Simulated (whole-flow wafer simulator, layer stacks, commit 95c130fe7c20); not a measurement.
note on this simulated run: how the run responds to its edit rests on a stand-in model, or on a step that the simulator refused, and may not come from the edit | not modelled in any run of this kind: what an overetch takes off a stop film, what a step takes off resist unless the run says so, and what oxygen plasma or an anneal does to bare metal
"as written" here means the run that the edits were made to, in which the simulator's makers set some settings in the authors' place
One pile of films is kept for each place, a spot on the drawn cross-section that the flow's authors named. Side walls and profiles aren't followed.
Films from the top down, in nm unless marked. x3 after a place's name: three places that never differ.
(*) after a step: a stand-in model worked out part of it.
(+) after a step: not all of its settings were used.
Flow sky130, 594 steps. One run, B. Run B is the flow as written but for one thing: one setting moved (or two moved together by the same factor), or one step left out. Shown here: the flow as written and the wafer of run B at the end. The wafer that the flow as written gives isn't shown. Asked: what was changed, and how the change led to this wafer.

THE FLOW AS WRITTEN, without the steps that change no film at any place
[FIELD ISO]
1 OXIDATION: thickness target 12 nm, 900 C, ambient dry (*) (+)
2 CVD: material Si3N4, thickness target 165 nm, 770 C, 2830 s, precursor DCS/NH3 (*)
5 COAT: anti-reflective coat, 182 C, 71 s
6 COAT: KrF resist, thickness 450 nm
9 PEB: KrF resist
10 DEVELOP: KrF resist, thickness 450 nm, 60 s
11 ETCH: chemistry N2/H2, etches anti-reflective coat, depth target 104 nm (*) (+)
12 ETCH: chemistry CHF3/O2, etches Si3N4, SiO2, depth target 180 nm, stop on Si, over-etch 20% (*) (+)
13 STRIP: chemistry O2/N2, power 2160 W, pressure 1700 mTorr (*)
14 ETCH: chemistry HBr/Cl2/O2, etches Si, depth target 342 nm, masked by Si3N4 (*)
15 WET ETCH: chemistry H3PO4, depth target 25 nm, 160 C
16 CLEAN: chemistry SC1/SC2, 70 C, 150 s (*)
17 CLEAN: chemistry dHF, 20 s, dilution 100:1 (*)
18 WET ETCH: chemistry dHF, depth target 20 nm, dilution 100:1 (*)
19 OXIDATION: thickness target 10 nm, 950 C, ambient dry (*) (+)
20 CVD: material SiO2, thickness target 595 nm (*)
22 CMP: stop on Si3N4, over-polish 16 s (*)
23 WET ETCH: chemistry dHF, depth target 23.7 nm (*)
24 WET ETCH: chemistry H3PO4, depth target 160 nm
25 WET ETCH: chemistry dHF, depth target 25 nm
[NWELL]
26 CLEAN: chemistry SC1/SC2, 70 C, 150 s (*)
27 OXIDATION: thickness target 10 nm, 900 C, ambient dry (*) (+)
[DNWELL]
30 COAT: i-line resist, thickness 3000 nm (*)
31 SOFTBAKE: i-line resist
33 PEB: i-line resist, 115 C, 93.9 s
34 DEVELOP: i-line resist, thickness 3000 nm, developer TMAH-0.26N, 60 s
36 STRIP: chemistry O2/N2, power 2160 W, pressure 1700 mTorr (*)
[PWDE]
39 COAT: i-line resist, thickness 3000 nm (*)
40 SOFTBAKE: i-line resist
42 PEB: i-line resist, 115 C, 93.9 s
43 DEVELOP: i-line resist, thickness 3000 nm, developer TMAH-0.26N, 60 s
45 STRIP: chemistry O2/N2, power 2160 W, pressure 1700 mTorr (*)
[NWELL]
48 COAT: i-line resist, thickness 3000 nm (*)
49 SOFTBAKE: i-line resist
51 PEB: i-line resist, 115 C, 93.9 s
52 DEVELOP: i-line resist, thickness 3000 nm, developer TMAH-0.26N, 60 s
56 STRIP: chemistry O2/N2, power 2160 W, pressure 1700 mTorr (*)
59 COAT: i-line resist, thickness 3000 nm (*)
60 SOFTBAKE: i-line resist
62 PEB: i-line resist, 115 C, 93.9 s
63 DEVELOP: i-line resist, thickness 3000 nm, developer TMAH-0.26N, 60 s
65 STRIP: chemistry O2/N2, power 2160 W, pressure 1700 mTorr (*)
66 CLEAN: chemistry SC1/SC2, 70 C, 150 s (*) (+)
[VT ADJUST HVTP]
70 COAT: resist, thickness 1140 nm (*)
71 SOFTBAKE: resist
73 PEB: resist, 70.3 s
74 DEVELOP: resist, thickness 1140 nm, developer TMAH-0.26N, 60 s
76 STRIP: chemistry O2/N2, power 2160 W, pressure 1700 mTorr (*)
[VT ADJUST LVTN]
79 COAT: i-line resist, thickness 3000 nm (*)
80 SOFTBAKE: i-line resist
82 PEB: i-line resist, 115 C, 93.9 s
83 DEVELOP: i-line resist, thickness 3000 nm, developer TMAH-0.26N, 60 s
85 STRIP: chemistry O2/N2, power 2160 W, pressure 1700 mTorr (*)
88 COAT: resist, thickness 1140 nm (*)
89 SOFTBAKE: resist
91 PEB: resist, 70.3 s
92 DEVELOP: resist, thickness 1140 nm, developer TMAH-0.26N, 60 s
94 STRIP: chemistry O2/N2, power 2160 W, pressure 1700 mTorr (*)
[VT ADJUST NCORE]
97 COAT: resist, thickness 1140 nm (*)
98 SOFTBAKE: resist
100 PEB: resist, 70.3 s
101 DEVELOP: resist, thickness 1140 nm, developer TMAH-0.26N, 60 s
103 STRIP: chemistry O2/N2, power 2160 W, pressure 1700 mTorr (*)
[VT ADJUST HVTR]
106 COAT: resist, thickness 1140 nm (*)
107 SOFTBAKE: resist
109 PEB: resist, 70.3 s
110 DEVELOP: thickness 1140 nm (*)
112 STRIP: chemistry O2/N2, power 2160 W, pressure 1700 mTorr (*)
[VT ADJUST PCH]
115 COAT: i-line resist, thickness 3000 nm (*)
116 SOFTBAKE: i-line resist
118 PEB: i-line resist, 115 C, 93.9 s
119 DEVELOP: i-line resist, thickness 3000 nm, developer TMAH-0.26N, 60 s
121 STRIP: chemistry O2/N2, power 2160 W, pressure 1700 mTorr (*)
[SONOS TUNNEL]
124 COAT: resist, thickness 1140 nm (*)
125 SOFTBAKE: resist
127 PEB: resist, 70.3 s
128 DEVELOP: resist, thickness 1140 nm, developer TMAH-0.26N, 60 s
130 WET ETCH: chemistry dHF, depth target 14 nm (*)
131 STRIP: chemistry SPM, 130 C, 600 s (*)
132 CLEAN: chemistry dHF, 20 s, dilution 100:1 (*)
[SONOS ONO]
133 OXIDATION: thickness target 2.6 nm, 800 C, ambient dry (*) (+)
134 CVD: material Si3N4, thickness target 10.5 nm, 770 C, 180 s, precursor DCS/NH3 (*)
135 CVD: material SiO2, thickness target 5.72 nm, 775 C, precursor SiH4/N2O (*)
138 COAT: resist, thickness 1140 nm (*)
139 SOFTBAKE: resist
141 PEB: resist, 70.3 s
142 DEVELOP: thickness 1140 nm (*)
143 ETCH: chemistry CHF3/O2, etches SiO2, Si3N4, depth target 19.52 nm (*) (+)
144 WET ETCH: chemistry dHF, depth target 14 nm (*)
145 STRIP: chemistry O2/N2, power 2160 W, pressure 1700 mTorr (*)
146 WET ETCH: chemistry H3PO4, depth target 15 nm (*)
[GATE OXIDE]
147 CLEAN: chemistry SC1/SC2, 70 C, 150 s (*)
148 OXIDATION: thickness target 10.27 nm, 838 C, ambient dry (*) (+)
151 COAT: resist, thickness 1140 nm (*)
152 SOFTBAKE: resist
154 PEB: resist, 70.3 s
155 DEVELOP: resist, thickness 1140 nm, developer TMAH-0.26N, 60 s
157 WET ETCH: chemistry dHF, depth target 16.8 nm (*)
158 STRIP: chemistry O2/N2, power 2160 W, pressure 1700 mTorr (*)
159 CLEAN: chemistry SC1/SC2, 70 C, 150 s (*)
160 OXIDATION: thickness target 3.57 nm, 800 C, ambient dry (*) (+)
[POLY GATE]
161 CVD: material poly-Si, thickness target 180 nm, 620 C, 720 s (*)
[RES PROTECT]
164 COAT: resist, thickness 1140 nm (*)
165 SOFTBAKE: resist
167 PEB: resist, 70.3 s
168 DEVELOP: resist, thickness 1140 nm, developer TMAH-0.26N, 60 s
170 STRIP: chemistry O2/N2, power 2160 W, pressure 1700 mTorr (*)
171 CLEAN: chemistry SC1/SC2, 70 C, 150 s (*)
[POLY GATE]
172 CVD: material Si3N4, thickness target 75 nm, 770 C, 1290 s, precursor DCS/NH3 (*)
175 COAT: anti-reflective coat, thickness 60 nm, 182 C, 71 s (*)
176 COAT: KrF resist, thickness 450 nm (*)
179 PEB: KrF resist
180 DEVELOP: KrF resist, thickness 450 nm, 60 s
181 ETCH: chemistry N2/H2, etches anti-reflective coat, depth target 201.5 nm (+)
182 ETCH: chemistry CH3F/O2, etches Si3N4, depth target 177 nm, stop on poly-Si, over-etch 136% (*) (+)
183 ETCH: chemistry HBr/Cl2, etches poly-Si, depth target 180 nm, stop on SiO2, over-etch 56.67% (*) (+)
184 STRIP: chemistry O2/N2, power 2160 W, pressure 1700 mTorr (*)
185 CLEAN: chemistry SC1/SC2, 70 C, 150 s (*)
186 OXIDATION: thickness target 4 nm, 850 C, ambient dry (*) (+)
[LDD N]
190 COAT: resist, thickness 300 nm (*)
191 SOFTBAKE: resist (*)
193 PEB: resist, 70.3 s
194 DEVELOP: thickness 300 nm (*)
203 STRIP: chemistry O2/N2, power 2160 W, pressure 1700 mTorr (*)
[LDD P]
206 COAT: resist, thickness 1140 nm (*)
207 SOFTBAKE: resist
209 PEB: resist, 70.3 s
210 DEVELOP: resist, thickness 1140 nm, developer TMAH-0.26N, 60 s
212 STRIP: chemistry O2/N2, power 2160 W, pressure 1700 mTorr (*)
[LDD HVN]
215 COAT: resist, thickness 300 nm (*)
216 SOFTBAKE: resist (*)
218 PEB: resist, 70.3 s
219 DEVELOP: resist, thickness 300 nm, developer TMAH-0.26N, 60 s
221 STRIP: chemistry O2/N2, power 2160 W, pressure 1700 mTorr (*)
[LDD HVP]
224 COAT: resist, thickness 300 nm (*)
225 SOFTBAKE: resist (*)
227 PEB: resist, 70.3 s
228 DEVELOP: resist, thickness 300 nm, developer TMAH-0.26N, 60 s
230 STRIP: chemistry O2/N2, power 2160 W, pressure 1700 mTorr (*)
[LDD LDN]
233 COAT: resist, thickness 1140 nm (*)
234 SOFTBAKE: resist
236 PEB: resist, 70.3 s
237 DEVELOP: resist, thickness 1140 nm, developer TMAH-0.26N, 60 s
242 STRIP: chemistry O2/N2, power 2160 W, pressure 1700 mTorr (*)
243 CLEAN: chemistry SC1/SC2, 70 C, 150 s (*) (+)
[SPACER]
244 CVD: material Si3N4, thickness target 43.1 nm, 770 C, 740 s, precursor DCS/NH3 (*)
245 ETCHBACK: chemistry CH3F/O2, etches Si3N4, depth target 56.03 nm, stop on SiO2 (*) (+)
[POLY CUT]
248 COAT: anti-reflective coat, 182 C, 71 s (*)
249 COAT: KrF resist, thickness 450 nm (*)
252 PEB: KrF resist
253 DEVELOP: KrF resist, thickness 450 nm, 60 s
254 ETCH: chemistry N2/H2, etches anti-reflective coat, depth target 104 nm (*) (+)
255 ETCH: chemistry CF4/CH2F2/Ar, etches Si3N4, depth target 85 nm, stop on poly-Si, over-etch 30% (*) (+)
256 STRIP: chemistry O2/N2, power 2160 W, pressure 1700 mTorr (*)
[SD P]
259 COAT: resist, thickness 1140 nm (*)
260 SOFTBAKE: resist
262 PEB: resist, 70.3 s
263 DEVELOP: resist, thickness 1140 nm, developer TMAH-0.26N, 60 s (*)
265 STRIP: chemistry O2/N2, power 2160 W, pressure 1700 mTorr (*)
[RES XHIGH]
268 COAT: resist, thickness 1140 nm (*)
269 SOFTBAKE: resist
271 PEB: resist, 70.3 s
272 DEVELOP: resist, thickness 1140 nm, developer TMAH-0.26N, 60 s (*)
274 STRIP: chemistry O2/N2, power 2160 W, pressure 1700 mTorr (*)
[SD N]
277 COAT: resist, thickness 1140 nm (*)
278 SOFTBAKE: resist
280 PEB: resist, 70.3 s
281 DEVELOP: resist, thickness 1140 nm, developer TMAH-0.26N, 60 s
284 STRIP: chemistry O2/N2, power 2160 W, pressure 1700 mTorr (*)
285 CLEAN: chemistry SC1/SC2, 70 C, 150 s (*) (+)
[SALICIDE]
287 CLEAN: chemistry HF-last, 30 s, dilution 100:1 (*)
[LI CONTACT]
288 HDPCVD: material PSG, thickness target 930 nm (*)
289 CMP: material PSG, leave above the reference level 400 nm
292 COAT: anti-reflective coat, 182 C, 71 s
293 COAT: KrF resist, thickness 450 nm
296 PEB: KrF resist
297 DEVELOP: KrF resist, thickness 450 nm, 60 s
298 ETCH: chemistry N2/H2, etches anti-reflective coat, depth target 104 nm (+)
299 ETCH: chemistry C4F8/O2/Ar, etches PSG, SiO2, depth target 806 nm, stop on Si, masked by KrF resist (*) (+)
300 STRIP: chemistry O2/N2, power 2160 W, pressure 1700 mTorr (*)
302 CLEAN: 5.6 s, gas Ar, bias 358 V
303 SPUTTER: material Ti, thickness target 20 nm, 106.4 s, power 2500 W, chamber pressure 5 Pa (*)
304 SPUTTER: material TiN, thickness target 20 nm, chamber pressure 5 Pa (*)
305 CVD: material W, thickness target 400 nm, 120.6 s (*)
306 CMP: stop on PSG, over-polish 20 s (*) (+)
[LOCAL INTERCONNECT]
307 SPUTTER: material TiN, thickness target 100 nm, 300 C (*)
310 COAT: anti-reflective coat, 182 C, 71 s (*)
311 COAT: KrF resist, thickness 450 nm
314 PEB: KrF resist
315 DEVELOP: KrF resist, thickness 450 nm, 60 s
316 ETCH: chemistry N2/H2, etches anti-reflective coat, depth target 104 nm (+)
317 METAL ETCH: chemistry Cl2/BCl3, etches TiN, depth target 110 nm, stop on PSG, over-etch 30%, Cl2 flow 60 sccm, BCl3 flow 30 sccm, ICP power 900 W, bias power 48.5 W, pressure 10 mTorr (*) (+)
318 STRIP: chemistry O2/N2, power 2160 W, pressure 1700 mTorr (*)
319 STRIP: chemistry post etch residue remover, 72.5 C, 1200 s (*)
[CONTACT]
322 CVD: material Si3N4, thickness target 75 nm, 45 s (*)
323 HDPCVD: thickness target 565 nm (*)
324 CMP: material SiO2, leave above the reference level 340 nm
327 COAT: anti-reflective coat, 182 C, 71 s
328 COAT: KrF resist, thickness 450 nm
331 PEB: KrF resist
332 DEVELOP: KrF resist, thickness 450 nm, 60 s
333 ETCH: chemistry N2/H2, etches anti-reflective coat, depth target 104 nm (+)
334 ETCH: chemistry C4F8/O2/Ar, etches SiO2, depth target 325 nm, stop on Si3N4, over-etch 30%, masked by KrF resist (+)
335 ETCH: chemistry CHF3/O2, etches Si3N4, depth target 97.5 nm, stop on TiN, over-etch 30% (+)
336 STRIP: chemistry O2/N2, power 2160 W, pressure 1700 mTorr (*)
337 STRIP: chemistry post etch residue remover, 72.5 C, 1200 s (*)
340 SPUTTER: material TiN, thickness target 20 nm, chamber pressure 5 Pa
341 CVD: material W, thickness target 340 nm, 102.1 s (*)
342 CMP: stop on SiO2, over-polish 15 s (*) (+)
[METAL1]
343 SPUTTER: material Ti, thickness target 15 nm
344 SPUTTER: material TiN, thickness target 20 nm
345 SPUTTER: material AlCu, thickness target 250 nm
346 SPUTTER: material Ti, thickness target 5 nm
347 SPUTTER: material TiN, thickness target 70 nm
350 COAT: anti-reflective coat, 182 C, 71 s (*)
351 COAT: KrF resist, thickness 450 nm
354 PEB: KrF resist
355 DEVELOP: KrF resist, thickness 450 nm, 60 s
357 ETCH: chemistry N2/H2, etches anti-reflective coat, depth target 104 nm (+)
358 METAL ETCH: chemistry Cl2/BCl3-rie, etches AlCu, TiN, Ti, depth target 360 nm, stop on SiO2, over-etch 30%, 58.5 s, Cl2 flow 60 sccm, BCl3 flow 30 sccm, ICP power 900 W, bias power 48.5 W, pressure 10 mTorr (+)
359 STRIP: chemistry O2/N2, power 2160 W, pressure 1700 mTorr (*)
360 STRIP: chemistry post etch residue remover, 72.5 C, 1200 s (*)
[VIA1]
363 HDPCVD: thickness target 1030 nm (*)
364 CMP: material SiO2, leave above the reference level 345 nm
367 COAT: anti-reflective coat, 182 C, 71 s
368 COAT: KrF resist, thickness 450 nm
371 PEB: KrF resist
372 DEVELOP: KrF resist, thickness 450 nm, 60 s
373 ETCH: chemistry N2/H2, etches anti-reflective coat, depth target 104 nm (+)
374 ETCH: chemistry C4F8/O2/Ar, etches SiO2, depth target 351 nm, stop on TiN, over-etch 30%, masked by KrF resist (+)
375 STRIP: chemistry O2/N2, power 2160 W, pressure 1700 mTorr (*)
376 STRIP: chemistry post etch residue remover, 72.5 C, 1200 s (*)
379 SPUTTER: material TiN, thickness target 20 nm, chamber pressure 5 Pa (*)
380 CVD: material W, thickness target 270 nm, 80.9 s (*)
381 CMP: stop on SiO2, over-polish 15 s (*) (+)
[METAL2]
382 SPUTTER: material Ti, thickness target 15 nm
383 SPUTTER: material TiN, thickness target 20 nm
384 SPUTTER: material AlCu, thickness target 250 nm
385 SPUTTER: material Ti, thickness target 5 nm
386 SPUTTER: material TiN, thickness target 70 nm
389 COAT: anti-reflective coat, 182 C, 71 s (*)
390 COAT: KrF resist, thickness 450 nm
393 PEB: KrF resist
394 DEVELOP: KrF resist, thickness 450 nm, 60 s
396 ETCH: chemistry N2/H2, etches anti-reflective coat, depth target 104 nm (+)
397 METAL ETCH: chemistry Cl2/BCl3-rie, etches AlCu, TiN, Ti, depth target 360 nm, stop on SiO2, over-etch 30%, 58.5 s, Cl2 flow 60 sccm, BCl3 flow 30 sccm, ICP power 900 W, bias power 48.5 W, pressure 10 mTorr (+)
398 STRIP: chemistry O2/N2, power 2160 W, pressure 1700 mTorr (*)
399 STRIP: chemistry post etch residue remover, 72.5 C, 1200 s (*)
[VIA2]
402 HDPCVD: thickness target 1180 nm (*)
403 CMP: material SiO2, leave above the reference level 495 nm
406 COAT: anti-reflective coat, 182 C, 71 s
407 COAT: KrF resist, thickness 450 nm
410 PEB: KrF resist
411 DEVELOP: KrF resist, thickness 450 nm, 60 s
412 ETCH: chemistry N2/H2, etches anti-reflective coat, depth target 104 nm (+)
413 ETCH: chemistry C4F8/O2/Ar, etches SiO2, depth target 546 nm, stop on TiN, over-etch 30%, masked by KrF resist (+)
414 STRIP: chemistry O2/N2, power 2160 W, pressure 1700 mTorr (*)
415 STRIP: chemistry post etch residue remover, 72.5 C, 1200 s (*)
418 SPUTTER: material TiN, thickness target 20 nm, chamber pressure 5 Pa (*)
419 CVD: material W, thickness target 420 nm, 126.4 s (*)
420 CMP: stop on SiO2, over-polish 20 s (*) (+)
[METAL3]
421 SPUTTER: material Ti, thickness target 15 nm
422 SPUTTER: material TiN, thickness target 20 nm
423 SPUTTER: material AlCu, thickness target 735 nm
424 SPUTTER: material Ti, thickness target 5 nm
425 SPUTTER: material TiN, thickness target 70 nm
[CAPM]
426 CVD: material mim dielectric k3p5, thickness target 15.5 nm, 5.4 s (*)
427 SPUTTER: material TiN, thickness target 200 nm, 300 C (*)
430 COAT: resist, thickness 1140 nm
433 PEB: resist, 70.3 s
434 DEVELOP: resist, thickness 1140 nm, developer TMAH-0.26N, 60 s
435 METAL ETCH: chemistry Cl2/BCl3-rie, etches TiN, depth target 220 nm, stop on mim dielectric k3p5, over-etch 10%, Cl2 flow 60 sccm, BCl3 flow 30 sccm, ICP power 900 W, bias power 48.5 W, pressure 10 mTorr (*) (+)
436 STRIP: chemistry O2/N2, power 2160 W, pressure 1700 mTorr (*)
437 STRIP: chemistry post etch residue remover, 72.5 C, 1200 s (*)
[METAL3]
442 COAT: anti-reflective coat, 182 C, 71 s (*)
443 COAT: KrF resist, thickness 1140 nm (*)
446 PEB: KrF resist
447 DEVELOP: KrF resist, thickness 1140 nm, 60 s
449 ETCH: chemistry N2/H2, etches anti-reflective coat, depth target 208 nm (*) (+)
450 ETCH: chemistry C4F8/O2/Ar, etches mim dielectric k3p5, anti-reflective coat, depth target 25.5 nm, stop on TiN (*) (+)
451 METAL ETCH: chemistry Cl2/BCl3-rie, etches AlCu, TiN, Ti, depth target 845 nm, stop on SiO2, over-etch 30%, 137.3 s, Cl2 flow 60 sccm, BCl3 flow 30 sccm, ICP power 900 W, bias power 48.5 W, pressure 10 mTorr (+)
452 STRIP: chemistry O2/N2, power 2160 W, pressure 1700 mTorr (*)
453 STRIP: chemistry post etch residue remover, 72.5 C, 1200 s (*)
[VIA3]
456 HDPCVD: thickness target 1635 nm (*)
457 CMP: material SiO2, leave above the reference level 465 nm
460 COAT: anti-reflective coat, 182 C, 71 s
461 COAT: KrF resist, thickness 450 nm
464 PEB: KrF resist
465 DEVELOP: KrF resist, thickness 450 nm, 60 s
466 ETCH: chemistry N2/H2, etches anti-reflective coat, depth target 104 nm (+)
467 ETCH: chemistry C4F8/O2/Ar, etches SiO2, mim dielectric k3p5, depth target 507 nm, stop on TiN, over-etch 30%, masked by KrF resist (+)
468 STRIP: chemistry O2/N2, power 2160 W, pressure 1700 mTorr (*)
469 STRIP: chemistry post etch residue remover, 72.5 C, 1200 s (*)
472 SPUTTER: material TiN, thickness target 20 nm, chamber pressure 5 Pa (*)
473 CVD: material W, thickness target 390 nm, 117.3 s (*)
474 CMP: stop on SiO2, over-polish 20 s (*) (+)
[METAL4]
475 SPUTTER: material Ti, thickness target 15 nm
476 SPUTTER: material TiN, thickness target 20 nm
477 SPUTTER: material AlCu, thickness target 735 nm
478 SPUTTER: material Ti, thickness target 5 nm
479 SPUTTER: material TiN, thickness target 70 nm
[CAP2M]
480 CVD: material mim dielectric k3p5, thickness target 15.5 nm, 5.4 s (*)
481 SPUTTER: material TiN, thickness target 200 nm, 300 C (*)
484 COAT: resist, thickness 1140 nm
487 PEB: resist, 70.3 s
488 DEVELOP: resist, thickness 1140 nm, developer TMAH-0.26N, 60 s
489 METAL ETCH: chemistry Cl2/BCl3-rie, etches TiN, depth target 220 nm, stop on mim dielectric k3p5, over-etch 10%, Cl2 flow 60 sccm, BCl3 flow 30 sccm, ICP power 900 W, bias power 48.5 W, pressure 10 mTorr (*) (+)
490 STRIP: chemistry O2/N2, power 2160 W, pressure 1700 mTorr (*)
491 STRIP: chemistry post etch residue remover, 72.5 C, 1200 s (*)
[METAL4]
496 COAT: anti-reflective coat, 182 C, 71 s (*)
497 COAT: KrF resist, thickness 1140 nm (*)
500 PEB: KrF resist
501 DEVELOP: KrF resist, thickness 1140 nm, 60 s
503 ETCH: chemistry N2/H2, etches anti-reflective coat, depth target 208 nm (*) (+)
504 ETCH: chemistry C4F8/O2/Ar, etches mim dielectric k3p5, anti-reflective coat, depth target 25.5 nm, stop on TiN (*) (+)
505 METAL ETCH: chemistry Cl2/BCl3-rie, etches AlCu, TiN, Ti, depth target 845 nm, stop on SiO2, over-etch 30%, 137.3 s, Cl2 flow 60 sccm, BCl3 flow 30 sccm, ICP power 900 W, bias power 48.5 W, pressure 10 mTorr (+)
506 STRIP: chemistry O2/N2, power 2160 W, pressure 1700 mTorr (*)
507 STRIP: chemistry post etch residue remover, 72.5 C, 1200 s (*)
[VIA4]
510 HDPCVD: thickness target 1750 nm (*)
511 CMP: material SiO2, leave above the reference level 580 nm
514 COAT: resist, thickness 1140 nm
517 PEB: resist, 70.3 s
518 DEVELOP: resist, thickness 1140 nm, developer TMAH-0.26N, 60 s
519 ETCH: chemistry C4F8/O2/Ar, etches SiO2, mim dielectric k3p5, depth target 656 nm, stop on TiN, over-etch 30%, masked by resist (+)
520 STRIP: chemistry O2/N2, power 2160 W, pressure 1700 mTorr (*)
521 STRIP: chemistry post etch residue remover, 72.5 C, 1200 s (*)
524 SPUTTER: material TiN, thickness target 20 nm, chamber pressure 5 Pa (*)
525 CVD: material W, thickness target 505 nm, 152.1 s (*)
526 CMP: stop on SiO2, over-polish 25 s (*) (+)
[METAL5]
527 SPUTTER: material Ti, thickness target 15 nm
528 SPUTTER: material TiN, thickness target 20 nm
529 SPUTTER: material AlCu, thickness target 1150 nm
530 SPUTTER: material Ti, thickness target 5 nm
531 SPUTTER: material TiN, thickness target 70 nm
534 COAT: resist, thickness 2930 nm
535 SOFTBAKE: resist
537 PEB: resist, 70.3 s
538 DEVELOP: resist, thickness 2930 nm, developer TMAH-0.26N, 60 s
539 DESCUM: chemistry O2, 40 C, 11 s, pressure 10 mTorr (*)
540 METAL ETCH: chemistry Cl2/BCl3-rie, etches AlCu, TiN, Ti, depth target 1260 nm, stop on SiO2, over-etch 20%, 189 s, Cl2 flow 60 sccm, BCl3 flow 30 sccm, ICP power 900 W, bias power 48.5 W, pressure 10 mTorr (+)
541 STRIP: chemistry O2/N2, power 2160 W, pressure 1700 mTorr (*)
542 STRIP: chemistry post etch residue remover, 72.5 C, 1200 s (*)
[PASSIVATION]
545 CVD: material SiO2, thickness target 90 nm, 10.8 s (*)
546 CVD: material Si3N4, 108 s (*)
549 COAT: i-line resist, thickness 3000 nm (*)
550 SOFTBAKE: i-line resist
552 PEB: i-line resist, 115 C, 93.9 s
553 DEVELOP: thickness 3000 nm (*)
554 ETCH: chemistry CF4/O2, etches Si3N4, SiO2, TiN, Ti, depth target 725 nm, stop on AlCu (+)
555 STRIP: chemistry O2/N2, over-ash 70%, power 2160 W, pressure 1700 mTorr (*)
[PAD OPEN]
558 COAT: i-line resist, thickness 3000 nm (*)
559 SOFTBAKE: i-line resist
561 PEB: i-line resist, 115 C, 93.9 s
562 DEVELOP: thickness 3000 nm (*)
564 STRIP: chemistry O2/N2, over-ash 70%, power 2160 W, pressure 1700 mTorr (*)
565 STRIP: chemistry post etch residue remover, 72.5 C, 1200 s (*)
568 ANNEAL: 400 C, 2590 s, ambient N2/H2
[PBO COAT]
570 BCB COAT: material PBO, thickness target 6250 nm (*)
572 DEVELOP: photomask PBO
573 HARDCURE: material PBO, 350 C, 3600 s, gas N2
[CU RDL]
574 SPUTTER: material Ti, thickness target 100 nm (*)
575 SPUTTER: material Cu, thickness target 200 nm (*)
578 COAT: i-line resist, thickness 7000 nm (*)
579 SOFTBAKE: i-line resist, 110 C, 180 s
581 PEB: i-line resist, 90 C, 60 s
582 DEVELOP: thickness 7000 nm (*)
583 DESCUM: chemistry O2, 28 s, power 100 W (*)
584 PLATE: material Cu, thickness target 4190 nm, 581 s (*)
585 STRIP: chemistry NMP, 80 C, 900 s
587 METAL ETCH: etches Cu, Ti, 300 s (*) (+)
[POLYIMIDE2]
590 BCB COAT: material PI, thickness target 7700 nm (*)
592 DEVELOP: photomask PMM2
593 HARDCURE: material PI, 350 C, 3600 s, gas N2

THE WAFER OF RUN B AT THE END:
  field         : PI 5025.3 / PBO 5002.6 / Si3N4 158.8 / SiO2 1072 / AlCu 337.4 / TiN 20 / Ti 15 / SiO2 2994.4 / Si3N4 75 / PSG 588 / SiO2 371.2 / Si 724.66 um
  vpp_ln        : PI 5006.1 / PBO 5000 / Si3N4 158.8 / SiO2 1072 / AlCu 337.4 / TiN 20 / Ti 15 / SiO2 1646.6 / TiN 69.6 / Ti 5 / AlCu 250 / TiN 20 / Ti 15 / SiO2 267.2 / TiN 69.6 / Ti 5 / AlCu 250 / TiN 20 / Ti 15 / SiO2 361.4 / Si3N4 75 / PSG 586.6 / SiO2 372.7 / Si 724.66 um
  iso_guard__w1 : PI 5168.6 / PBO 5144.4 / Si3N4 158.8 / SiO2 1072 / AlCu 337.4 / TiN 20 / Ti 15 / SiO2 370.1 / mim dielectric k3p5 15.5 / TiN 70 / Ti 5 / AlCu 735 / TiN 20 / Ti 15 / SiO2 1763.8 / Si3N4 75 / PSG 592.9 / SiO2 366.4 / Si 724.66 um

The cause: step 505, METAL ETCH: depth target 359.1 nm was run, where the flow has depth target 845 nm; step 505, METAL ETCH: 58.4 s was run, where the flow has 137.3 s.

How the change led to this, step by step:
  505 METAL ETCH: chemistry Cl2/BCl3-rie, etches AlCu, TiN, Ti, depth target 845 nm, stop on SiO2, over-etch 30%, 137.3 s, Cl2 flow 60 sccm, BCl3 flow 30 sccm, ICP power 900 W, bias power 48.5 W, pressure 10 mTorr (+)
      field, gate, spacer and 68 more: TiN -70 (all of it), Ti -5 (all of it), AlCu -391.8 (as written it would be: TiN -70 (all of it), Ti -5 (all of it), AlCu -735 (all of it), TiN -20 (all of it), Ti -15 (all of it), SiO2 -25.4)
      active, vpp_iso1, mim_edge_plate and 14 more: TiN -70 (all of it), Ti -5 (all of it), AlCu -391.8 (as written it would be: TiN -70 (all of it), Ti -5 (all of it), AlCu -735 (all of it), TiN -20 (all of it), Ti -15 (all of it), SiO2 -25.3)
      (and at 105 more places)
  506 STRIP: chemistry O2/N2, power 2160 W, pressure 1700 mTorr (*)
      mim, dice_street, pplus_nw and 60 more: KrF resist -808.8 (all of it), anti-reflective coat -80 (all of it) (as written it would be: KrF resist -492.9 (all of it), anti-reflective coat -80 (all of it))
      n_well, p_well, gate_hv and 20 more: KrF resist -808.7 (all of it), anti-reflective coat -80 (all of it) (as written it would be: KrF resist -492.9 (all of it), anti-reflective coat -80 (all of it))
      (and at 19 more places)
  507 STRIP: chemistry post etch residue remover, 72.5 C, 1200 s (*)
      field, active, gate and 85 more: AlCu -5.72 (as written it would be: nothing)
  510 HDPCVD: thickness target 1750 nm (*)
      field, active, gate and 85 more: SiO2 +1750 (new film) (as written it would be: SiO2 +1750)
  511 CMP: material SiO2, leave above the reference level 580 nm
      field, active, gate and 77 more: SiO2 -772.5 (as written it would be: SiO2 -374.7)
      iso_guard__w1, mim_edge_gap, vpp_l1ln, vpp_m3ln, rpm_encl, via2_enc, rpm_encl_psd, iso_guard_nsd_tip: SiO2 -772.5 (as written it would be: SiO2 -374.6)
Counting metal films that touch as one body, field has 1 body; the flow as written gives 0 bodies.
Counting metal films that touch as one body, vpp_ln has 3 bodies (between them, from the top down: SiO2 1646.6; SiO2 267.2); the flow as written gives 2 bodies (between them, from the top down: SiO2 267.2).
Counting metal films that touch as one body, iso_guard__w1 has 2 bodies (between them, from the top down: SiO2 370.1 / mim dielectric k3p5 15.5); the flow as written gives 1 body.
